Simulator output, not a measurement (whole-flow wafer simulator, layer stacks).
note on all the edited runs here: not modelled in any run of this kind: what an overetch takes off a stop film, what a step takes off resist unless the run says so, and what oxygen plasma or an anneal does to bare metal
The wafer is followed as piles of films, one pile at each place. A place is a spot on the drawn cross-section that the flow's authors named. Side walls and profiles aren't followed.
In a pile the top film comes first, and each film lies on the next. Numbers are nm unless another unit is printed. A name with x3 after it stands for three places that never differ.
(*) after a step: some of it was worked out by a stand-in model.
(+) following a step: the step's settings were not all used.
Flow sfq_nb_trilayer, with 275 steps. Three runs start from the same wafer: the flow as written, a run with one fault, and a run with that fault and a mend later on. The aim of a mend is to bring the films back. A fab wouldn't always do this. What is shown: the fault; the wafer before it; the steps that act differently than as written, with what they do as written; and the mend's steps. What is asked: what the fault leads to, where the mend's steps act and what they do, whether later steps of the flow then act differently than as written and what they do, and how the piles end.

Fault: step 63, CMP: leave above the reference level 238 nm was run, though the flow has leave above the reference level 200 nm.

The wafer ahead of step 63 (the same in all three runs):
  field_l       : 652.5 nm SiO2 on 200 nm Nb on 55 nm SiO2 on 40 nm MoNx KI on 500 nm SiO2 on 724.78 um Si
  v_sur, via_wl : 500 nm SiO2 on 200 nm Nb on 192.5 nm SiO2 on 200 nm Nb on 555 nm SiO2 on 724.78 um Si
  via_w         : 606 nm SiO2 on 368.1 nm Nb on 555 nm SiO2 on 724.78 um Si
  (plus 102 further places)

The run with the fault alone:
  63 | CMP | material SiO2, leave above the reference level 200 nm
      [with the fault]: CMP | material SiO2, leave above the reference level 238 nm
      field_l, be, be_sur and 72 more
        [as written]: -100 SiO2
        [with the fault]: -62 SiO2
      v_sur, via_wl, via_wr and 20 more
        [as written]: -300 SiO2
        [with the fault]: -262 SiO2
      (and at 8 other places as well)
  Steps further on in the flow that do not act as written (3 more steps, not shown, differ only slightly: by at most 2% or 0.5 nm, whichever is larger):
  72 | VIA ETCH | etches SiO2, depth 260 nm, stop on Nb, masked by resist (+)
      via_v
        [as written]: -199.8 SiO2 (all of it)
        [with the fault]: -237.8 SiO2 (all of it)
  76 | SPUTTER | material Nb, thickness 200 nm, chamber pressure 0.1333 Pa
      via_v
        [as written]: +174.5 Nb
        [with the fault]: +167.4 Nb
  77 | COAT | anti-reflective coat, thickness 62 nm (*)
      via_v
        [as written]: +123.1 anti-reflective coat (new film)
        [with the fault]: +131.2 anti-reflective coat (new film)
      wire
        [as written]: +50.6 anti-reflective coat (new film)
        [with the fault]: +49.5 anti-reflective coat (new film)
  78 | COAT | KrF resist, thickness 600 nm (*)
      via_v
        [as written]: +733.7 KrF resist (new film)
        [with the fault]: +764.5 KrF resist (new film)
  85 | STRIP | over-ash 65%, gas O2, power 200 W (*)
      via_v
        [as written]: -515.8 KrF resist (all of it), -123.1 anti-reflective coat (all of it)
        [with the fault]: -546.5 KrF resist (all of it), -131.2 anti-reflective coat (all of it)
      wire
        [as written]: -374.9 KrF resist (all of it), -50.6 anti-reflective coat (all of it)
        [with the fault]: -372.2 KrF resist (all of it), -49.5 anti-reflective coat (all of it)
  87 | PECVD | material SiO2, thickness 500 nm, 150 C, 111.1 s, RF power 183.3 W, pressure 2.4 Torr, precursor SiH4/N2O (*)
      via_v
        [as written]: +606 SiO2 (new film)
        [with the fault]: +651.1 SiO2 (new film)
  The piles end different from the flow's at v_sur, via_wl, via_w and 74 more by more than 2% or 0.5 nm, whichever is larger.
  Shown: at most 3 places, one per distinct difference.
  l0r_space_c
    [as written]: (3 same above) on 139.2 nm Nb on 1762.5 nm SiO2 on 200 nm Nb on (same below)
    [with the fault]: (3 same above) on 139.2 nm Nb on 1800.5 nm SiO2 on 200 nm Nb on (same below)
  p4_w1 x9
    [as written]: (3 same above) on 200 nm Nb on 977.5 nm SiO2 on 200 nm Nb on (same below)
    [with the fault]: (3 same above) on 200 nm Nb on 1015.5 nm SiO2 on 200 nm Nb on (same below)
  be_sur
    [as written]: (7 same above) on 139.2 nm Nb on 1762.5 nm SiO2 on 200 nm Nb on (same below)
    [with the fault]: (7 same above) on 139.2 nm Nb on 1800.5 nm SiO2 on 200 nm Nb on (same below)

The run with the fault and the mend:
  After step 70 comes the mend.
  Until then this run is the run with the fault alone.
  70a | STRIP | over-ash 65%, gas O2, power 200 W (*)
      field_l, v_sur, via_wl and 102 more
        -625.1 KrF resist (all of it), -62 anti-reflective coat (all of it)
      via_v
        -62 anti-reflective coat (all of it)
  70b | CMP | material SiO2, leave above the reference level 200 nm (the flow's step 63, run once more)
      field_l, v_sur, via_wl and 103 more
        -38 SiO2
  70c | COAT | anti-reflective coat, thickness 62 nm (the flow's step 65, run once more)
      field_l, v_sur, via_wl and 103 more
        +62 anti-reflective coat (new film)
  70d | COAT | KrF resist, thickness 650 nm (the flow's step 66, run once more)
      field_l, v_sur, via_wl and 103 more
        +650 KrF resist (new film)
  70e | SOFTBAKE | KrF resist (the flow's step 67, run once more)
      does not change any film at any place that is followed
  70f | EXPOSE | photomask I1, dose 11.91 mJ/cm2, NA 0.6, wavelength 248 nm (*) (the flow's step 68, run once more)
      does not change any film at any place that is followed
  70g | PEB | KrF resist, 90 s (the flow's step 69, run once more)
      field_l, v_sur, via_wl and 103 more
        -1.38 KrF resist
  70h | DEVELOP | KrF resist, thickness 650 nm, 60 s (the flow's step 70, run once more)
      field_l, v_sur, via_wl and 102 more
        -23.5 KrF resist
      via_v
        -648.6 KrF resist (all of it)
  None of the later steps of the flow acts differently than as written at any place that is followed.
  By the end, the piles equal the flow's at every place that both follow.
